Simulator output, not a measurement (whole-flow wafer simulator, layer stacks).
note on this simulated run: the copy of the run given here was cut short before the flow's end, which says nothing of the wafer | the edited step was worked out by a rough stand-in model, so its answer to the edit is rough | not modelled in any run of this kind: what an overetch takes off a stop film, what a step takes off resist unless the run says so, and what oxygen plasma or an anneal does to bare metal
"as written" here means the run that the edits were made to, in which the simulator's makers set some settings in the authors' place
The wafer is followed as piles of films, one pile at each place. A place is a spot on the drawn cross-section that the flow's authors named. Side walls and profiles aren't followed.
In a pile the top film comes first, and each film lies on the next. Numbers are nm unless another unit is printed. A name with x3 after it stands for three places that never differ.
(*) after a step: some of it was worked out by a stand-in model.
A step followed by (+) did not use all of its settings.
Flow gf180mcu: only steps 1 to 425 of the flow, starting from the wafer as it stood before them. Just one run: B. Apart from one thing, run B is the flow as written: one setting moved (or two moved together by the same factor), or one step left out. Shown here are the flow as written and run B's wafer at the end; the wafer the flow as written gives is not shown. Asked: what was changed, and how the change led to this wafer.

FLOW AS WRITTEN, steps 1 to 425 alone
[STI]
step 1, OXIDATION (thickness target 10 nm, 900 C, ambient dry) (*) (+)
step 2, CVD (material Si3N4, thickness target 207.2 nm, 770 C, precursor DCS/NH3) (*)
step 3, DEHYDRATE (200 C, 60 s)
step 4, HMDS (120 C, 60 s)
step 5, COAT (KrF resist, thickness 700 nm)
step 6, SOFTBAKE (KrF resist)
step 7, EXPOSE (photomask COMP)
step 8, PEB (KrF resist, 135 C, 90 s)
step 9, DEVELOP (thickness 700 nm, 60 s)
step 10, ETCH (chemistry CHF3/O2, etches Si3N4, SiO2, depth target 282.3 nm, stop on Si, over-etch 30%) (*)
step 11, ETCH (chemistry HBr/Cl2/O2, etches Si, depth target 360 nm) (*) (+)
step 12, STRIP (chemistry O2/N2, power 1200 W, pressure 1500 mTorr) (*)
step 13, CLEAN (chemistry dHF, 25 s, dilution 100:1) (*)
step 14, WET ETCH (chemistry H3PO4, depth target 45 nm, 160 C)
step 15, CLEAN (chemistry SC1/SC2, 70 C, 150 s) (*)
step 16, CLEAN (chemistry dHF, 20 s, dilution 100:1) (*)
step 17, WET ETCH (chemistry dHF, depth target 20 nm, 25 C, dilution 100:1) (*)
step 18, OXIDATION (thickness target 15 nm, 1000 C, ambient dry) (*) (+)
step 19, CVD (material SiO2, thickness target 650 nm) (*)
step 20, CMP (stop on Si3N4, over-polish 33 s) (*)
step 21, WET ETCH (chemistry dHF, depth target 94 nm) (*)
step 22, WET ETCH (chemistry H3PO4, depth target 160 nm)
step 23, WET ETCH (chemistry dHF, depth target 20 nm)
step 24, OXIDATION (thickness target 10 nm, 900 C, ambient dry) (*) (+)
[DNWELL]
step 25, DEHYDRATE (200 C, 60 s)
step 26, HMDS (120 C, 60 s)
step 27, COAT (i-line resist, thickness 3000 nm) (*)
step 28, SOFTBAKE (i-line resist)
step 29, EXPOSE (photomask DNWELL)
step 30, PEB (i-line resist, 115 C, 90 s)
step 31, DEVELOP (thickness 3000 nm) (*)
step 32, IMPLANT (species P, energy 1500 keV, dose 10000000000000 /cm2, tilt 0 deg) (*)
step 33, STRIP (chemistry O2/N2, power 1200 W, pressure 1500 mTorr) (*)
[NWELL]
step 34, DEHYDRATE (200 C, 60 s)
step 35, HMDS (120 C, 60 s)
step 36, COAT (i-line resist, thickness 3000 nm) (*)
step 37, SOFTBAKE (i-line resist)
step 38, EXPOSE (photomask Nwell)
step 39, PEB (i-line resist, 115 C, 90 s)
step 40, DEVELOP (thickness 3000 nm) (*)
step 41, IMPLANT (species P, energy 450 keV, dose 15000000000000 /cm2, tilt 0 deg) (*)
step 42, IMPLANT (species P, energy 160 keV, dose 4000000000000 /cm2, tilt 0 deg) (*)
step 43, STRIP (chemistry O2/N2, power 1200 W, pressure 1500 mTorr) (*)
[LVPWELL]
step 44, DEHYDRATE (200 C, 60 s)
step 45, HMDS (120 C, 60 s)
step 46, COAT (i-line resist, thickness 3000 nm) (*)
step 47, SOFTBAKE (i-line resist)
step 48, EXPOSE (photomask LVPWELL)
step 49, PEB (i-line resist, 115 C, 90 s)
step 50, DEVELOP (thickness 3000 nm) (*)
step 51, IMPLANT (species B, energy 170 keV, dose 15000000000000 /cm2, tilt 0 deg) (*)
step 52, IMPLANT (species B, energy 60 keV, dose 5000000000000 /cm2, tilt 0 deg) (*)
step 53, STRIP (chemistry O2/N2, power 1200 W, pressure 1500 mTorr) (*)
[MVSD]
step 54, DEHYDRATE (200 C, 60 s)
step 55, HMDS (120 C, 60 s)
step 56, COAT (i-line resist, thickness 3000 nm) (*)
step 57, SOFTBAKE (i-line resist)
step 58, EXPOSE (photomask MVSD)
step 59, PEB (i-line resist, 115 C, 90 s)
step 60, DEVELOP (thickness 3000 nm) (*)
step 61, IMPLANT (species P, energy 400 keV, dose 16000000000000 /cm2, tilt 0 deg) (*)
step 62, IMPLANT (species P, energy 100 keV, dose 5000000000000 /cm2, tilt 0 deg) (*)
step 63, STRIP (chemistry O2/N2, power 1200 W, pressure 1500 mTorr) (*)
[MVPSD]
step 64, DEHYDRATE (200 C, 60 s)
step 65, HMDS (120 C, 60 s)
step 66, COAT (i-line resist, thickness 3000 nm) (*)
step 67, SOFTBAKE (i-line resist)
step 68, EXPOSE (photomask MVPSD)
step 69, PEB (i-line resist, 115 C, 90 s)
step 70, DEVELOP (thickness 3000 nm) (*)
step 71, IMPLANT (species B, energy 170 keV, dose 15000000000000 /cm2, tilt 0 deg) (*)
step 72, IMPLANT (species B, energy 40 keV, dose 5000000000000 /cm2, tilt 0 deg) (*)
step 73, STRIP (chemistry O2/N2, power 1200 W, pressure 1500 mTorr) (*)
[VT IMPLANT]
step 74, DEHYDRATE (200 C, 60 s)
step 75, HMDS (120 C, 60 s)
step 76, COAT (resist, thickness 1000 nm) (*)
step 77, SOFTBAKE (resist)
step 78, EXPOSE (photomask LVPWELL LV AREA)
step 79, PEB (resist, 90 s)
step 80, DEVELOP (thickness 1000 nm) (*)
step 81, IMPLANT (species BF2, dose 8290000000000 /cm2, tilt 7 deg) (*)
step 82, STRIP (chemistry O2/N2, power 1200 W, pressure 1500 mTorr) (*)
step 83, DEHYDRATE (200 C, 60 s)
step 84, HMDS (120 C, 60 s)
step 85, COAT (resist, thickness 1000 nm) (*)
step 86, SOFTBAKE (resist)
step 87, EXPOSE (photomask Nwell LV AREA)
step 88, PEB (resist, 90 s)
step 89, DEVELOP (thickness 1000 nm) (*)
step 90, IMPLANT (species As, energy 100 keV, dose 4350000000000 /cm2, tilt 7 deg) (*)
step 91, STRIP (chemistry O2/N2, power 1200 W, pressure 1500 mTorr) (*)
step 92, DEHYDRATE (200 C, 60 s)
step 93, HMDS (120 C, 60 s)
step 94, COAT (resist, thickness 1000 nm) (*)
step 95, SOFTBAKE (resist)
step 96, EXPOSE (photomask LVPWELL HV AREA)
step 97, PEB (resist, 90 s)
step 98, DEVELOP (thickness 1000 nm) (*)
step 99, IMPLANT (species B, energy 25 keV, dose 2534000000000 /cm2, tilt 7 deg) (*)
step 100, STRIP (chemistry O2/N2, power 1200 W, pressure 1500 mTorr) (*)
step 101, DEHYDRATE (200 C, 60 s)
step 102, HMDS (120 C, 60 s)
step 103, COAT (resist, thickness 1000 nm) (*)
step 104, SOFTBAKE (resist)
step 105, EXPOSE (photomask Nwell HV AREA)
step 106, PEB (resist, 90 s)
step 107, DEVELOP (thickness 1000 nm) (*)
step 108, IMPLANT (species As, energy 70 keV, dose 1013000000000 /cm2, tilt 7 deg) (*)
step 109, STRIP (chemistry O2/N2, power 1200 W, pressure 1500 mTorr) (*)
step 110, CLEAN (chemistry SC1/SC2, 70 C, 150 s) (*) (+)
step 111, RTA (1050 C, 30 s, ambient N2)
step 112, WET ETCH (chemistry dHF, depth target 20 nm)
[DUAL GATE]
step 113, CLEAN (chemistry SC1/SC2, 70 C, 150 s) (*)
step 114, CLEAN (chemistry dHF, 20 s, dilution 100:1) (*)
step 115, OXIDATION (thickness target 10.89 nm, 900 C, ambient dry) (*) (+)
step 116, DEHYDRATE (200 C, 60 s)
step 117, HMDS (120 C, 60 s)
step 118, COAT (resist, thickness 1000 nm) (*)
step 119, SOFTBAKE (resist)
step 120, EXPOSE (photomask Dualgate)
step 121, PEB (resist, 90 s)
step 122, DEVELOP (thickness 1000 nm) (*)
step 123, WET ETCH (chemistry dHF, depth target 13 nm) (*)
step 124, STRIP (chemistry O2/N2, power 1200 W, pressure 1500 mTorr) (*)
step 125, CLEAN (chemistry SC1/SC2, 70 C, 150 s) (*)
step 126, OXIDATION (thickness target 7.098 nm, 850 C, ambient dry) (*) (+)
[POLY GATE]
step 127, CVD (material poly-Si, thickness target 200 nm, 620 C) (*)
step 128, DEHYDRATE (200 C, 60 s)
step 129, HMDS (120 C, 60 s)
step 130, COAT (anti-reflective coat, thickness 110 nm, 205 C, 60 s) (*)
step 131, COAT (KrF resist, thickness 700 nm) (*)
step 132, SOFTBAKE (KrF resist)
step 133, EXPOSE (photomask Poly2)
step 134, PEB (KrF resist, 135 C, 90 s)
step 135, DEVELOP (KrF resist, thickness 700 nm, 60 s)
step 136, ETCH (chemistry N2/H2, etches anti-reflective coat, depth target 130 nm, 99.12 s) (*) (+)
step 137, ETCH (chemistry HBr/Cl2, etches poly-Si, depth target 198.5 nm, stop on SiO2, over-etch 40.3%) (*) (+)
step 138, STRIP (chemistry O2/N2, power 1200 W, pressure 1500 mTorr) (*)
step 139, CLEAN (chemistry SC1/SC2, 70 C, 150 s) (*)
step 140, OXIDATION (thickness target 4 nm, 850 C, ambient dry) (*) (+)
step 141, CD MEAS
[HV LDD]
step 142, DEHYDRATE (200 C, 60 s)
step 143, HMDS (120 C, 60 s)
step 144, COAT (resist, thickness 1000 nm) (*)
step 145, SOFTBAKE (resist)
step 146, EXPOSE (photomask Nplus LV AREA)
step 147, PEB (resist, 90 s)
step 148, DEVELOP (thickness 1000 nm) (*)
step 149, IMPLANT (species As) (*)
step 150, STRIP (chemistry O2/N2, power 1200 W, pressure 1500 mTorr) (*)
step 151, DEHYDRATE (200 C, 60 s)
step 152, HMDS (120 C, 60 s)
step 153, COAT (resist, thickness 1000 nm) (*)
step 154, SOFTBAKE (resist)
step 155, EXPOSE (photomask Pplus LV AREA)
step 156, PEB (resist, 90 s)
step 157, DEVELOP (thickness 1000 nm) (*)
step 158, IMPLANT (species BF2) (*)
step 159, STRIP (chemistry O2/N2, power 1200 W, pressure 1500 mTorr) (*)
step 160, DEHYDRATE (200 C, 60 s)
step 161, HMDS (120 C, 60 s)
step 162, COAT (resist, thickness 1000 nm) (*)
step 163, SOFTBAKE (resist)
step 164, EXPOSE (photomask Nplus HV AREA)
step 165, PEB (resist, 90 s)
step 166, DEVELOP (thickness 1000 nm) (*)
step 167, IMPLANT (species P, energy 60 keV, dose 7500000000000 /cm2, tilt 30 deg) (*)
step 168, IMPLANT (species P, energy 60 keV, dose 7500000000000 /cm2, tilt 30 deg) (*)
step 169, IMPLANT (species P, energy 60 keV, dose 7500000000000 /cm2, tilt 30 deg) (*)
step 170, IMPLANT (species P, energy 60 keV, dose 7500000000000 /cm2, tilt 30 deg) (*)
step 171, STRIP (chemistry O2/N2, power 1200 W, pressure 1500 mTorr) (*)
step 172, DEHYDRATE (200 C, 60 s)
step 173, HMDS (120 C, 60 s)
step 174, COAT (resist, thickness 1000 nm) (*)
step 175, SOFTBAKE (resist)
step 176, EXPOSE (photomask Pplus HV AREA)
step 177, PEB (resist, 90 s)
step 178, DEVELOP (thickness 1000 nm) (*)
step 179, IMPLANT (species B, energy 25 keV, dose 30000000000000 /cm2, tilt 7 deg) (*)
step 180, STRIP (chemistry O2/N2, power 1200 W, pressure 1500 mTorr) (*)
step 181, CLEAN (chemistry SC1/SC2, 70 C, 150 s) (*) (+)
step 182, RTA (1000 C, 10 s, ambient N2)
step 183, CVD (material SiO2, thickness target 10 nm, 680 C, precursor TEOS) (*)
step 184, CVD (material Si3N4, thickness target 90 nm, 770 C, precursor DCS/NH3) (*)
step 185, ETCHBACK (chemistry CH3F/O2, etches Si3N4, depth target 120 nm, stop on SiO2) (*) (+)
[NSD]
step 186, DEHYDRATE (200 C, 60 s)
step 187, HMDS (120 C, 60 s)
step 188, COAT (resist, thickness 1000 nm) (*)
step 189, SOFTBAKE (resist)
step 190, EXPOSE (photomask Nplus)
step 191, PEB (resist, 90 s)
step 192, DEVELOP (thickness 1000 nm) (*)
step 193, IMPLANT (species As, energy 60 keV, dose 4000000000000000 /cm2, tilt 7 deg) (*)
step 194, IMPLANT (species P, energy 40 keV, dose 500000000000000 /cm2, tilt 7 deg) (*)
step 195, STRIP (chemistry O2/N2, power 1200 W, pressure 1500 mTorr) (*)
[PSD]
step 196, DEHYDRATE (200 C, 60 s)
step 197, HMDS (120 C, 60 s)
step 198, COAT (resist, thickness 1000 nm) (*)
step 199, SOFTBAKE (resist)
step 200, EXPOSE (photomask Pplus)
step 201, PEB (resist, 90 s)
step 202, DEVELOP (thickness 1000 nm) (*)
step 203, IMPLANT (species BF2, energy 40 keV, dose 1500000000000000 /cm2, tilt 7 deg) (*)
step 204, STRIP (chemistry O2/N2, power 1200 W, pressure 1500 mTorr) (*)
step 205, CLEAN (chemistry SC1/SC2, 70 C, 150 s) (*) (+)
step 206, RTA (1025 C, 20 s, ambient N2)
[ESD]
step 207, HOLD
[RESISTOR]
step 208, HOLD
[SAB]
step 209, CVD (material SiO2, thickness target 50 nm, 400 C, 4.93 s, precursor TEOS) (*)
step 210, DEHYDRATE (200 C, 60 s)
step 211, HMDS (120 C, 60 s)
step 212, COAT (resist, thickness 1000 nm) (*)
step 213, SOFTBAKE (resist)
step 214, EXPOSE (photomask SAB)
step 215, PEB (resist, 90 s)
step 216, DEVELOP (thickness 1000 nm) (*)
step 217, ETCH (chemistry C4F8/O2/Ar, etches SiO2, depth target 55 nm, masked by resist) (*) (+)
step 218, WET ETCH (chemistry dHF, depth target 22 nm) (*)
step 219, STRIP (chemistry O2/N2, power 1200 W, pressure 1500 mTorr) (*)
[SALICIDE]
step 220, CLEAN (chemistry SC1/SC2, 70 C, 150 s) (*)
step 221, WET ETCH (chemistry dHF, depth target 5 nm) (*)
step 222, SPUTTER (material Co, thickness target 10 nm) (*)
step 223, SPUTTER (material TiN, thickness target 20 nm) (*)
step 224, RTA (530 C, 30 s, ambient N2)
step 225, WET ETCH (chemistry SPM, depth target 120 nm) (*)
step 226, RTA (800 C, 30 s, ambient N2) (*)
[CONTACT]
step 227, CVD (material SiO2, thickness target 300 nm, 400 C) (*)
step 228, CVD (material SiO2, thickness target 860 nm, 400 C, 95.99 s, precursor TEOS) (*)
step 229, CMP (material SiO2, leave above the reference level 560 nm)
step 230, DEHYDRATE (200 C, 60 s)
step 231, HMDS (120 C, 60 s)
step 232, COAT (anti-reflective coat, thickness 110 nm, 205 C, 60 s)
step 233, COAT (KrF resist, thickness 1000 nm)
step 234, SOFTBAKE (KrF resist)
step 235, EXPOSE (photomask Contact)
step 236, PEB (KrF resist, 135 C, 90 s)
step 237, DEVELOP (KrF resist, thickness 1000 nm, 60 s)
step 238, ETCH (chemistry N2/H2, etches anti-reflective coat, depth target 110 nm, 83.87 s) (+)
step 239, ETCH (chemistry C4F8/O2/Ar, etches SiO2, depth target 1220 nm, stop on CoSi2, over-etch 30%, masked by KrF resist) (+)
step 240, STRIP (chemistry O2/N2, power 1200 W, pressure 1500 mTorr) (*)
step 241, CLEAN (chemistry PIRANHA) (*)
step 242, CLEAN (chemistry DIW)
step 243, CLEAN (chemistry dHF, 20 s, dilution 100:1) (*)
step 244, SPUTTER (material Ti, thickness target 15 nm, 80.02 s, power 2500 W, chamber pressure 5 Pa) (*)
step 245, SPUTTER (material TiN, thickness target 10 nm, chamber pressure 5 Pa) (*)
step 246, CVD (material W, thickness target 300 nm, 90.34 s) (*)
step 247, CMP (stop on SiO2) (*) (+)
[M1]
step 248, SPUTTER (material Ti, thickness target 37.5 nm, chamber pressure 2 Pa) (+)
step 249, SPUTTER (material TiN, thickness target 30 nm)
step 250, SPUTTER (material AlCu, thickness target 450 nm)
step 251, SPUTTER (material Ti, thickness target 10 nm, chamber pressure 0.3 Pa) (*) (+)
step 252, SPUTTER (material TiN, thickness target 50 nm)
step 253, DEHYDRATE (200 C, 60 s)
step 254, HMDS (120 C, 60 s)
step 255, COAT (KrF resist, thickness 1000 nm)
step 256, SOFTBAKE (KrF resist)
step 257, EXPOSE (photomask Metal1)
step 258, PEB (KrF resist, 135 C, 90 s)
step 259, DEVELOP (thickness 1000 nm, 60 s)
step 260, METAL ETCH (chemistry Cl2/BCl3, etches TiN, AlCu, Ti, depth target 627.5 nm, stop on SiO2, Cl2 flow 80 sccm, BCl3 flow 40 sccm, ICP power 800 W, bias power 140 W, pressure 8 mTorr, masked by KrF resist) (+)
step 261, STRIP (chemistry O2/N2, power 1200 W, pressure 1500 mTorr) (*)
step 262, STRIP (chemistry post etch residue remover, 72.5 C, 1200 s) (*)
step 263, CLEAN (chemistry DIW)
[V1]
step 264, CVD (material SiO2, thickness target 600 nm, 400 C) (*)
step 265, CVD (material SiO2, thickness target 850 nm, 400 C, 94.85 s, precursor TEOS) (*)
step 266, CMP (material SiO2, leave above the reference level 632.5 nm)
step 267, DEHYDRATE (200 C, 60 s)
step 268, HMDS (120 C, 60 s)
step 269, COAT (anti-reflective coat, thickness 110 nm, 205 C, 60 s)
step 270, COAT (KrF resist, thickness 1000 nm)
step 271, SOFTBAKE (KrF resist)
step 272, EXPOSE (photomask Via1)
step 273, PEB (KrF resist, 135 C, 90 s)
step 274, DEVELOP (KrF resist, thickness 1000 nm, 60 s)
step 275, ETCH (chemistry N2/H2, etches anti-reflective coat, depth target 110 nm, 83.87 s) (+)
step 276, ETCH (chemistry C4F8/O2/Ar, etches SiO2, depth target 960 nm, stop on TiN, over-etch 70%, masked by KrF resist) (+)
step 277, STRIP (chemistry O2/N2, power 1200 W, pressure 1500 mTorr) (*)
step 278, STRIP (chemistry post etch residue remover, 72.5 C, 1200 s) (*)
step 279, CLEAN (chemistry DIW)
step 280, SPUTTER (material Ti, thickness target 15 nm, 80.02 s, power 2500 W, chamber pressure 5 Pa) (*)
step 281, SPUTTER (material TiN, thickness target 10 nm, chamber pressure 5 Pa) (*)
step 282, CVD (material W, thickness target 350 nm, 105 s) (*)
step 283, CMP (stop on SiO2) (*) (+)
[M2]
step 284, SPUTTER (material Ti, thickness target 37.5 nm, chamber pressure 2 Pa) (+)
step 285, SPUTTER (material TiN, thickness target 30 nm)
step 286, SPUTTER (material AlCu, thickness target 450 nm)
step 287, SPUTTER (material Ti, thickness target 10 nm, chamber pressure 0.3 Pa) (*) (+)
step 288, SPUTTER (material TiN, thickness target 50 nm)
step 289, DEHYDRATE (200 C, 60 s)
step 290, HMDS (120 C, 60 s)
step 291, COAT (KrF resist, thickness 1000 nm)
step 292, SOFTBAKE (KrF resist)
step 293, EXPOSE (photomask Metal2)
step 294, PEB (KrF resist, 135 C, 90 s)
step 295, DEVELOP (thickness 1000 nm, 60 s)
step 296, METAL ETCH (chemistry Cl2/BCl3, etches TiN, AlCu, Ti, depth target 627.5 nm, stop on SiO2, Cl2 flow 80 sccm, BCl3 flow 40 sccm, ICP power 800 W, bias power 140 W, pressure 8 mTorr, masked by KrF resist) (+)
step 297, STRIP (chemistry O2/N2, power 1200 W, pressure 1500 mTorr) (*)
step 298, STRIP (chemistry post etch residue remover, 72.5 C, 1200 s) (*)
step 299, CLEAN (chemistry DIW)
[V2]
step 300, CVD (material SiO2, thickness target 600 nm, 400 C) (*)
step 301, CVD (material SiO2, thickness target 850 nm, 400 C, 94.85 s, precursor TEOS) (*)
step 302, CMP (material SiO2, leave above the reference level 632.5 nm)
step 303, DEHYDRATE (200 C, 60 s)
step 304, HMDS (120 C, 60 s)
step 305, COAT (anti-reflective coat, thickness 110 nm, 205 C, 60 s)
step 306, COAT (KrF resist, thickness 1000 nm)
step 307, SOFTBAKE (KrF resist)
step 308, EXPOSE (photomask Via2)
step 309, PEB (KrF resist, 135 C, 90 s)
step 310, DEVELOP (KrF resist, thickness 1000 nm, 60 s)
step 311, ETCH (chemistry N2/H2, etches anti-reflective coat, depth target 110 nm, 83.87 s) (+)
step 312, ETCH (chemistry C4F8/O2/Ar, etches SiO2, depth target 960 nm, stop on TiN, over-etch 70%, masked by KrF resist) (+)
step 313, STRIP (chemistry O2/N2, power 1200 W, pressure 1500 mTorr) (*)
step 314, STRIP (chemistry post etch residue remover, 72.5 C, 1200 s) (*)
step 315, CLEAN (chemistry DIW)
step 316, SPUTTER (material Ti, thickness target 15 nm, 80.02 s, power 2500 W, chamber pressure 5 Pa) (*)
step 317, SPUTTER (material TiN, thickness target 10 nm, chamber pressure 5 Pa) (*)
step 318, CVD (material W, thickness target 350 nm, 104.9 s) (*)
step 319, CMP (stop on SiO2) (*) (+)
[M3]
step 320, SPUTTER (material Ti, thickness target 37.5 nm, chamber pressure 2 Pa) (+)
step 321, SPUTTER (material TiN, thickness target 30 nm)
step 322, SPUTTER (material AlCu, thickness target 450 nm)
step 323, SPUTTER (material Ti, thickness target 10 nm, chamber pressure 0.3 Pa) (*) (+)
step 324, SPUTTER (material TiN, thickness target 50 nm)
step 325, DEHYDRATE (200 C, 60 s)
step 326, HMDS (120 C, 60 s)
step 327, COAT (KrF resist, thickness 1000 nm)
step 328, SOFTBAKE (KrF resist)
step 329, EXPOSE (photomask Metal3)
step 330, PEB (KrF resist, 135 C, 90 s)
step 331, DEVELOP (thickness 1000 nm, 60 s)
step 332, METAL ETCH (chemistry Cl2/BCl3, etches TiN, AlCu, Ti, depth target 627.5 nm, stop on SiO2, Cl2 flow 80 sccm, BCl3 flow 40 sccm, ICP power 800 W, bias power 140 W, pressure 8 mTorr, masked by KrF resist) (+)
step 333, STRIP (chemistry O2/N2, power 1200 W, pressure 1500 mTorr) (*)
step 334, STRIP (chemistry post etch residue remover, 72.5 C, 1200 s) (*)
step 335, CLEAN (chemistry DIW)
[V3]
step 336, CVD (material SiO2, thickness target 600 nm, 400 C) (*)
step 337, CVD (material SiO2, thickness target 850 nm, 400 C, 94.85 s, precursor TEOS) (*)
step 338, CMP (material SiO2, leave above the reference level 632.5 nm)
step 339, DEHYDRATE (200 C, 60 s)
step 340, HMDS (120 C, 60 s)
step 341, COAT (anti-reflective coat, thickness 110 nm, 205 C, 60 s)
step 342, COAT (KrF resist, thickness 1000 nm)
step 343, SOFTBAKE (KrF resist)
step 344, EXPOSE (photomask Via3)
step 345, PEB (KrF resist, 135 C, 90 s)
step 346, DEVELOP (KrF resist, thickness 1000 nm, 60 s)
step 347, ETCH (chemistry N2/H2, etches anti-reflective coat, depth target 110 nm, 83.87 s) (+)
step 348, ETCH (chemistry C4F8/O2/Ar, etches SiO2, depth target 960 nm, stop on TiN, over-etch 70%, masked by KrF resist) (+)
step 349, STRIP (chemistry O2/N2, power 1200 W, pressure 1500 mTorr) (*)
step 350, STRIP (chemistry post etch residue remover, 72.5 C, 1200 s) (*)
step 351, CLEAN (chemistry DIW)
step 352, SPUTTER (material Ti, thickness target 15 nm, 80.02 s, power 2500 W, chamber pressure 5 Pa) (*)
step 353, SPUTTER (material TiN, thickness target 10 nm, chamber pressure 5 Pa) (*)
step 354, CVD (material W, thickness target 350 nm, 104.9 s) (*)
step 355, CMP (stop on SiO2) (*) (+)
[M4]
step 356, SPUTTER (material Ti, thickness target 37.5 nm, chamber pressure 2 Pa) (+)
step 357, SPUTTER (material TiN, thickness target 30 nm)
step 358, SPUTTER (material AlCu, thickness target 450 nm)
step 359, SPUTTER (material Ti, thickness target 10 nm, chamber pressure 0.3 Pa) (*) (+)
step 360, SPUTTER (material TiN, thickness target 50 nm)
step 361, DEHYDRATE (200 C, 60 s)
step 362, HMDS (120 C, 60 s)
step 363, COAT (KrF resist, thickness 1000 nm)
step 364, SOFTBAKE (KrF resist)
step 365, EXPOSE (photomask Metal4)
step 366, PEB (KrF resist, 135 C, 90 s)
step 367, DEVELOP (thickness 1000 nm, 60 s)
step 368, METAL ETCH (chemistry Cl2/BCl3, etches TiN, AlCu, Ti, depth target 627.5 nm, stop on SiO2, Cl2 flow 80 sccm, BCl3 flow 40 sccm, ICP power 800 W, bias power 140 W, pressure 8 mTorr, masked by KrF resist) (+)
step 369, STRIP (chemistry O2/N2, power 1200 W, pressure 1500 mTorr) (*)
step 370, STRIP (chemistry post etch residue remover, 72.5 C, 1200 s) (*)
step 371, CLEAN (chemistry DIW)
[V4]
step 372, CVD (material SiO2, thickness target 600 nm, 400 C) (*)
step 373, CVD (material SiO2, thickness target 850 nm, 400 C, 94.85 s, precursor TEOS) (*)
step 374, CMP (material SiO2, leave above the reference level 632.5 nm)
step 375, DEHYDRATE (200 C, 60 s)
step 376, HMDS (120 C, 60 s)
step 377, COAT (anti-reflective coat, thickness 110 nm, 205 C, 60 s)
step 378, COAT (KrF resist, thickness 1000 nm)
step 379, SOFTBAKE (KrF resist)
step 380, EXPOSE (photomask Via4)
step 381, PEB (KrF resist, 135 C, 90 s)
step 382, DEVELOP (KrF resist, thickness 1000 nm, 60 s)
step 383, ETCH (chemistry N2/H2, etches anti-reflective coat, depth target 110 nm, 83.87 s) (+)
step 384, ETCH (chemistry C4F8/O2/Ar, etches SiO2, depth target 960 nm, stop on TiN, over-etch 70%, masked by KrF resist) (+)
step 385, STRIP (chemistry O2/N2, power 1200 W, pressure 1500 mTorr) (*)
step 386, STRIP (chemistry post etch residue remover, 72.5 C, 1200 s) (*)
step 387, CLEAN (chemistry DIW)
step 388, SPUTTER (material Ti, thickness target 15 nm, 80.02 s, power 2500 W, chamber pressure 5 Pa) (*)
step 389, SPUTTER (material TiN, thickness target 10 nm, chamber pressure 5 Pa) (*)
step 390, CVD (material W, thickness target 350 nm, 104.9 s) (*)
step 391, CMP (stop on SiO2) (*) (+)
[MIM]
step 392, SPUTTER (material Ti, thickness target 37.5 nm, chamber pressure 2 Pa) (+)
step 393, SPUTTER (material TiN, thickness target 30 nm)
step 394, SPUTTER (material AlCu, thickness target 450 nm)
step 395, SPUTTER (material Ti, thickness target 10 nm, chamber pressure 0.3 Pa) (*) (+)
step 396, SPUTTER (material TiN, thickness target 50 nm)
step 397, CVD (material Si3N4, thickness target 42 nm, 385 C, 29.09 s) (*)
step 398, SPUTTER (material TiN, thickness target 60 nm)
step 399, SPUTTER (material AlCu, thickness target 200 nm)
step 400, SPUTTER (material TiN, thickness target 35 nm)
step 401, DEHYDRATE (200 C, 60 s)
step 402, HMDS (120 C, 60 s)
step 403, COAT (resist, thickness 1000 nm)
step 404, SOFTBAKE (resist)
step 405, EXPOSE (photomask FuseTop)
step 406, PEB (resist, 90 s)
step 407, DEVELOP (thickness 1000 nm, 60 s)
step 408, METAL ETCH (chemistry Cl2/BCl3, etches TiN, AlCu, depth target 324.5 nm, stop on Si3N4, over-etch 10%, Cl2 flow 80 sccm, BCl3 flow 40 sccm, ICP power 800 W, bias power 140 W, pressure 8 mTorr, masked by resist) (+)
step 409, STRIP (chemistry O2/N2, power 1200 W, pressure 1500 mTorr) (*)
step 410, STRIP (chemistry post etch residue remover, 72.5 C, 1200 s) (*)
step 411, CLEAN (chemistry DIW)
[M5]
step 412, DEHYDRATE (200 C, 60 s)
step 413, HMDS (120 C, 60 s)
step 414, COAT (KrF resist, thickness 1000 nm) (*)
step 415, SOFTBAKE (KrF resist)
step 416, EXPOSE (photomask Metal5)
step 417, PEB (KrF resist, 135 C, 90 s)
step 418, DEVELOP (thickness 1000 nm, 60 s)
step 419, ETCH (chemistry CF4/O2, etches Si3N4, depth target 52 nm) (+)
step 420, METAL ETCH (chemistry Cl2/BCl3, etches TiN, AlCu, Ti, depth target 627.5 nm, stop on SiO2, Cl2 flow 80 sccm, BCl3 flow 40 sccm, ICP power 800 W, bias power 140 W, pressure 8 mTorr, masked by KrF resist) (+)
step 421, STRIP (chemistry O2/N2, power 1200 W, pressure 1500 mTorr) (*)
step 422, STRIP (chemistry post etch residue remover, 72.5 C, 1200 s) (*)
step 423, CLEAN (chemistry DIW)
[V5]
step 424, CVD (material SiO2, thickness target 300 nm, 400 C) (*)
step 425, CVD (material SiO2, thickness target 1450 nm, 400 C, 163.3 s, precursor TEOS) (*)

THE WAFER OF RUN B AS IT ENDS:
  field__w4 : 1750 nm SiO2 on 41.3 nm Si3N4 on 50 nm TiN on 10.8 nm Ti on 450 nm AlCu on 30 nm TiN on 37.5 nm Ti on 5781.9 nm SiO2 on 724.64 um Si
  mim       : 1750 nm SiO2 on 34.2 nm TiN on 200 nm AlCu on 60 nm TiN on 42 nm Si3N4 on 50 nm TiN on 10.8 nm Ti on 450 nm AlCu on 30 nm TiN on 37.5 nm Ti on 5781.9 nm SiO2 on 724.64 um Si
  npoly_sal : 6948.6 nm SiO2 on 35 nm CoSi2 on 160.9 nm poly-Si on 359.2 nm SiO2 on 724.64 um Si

The reason: step 395, SPUTTER: thickness target 10.8 nm was run, though the flow has thickness target 10 nm.
The wafer itself shows it: field__w4 has Ti 10.8, and step 395 as written asks for 10 nm.

How this came from the change, step by step:
  step 395, SPUTTER (material Ti, thickness target 10 nm, chamber pressure 0.3 Pa) (*) (+)
      field, field__w1, field__w2 and 108 more: Ti gains 10.8 (new film) (as written it would have been: Ti gains 10 (new film))
  step 420, METAL ETCH (chemistry Cl2/BCl3, etches TiN, AlCu, Ti, depth target 627.5 nm, stop on SiO2, Cl2 flow 80 sccm, BCl3 flow 40 sccm, ICP power 800 W, bias power 140 W, pressure 8 mTorr, masked by KrF resist) (+)
      field, field__w1, field__w2 and 101 more: TiN loses 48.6 (all of it), Ti loses 10.8 (all of it), AlCu loses 450 (all of it), TiN loses 30 (all of it), Ti loses 37.5 (all of it) (as written it would have been: TiN loses 48.6 (all of it), Ti loses 10 (all of it), AlCu loses 450 (all of it), TiN loses 30 (all of it), Ti loses 37.5 (all of it))
